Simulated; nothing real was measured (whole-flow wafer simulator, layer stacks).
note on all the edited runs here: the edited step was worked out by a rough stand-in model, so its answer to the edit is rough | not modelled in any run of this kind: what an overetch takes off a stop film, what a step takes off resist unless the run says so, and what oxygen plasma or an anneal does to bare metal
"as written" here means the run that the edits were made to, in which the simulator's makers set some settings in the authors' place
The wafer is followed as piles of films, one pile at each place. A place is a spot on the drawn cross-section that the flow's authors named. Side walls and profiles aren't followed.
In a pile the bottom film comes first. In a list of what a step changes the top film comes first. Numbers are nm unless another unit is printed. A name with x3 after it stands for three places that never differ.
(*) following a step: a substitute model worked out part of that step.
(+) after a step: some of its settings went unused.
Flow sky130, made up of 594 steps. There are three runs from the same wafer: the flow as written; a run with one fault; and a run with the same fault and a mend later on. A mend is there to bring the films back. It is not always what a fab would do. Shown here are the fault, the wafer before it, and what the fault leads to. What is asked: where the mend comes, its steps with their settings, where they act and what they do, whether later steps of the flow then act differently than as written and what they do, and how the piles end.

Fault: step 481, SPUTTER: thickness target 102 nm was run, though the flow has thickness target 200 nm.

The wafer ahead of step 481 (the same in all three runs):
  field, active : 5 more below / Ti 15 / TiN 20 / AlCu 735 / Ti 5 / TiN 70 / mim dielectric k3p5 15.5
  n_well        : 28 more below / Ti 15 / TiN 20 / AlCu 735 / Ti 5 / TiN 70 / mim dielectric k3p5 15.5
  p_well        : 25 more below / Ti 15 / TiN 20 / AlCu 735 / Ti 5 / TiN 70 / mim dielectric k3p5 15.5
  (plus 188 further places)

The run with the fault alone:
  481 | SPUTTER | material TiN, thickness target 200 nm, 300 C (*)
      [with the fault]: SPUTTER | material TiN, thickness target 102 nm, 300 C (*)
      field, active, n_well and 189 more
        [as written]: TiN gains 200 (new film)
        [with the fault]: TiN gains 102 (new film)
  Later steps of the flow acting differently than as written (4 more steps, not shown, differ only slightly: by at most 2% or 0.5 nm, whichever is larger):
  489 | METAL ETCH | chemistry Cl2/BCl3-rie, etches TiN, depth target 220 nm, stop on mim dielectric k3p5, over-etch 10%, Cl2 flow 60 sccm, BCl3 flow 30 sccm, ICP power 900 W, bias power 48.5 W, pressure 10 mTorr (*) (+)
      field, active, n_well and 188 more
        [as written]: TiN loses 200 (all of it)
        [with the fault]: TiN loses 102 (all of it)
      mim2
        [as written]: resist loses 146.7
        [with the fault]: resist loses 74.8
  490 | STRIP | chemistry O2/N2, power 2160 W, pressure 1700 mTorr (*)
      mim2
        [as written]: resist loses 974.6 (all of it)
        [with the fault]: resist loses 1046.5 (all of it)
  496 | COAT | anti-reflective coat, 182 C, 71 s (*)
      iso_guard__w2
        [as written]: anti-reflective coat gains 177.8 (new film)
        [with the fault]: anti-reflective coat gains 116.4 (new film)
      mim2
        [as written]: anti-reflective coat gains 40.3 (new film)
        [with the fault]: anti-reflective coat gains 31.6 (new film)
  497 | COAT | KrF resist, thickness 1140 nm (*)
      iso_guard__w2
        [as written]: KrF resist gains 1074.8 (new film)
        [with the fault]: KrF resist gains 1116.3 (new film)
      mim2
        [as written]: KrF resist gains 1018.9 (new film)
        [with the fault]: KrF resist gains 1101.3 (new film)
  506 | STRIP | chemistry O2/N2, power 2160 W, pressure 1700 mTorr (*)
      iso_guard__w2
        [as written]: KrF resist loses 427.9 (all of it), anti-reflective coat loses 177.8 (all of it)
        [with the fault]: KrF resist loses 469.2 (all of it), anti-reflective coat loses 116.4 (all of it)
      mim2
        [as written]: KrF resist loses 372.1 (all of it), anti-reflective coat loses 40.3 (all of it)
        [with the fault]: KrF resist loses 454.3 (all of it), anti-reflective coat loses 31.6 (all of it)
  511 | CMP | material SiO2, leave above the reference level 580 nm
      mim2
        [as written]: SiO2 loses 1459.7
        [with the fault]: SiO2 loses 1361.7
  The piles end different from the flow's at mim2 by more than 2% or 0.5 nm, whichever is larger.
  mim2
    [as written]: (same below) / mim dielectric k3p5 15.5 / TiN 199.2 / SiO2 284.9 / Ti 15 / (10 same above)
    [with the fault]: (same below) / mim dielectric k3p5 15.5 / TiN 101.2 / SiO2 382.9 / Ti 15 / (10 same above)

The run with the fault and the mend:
  The mend follows step 488.
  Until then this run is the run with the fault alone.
  488a | STRIP | chemistry O2/N2, power 2160 W, pressure 1700 mTorr (*)
      mim2
        resist loses 1121.3 (all of it)
  488b | SPUTTER | material TiN, thickness target 98 nm, 300 C (*) (the flow's step 481 again, with other settings)
      field, active, n_well and 189 more
        TiN gains 98
  488c | HMDS | 120 C, 60 s (the flow's step 483 again)
      alters no film at any place that is followed
  488d | COAT | resist, thickness 1140 nm (the flow's step 484 again)
      field, active, n_well and 187 more
        resist gains 1140 (new film)
      m1, via3_hole
        resist gains 1140.6 (new film)
  488e | SOFTBAKE | resist (the flow's step 485 again)
      alters no film at any place that is followed
  488f | EXPOSE | photomask CAP2M, dose 177.7 mJ/cm2, NA 0.6, wavelength 365 nm (*) (the flow's step 486 again)
      alters no film at any place that is followed
  488g | PEB | resist, 70.3 s (the flow's step 487 again)
      field, active, n_well and 189 more
        resist loses 18.7
  488h | DEVELOP | resist, thickness 1140 nm, developer TMAH-0.26N, 60 s (the flow's step 488 again)
      field, active, n_well and 186 more
        resist loses 1121.3 (all of it)
      m1, via3_hole
        resist loses 1121.9 (all of it)
  None of the later steps of the flow acts differently than as written at any place that is followed.
  By the end, the piles equal the flow's at every place that both follow.
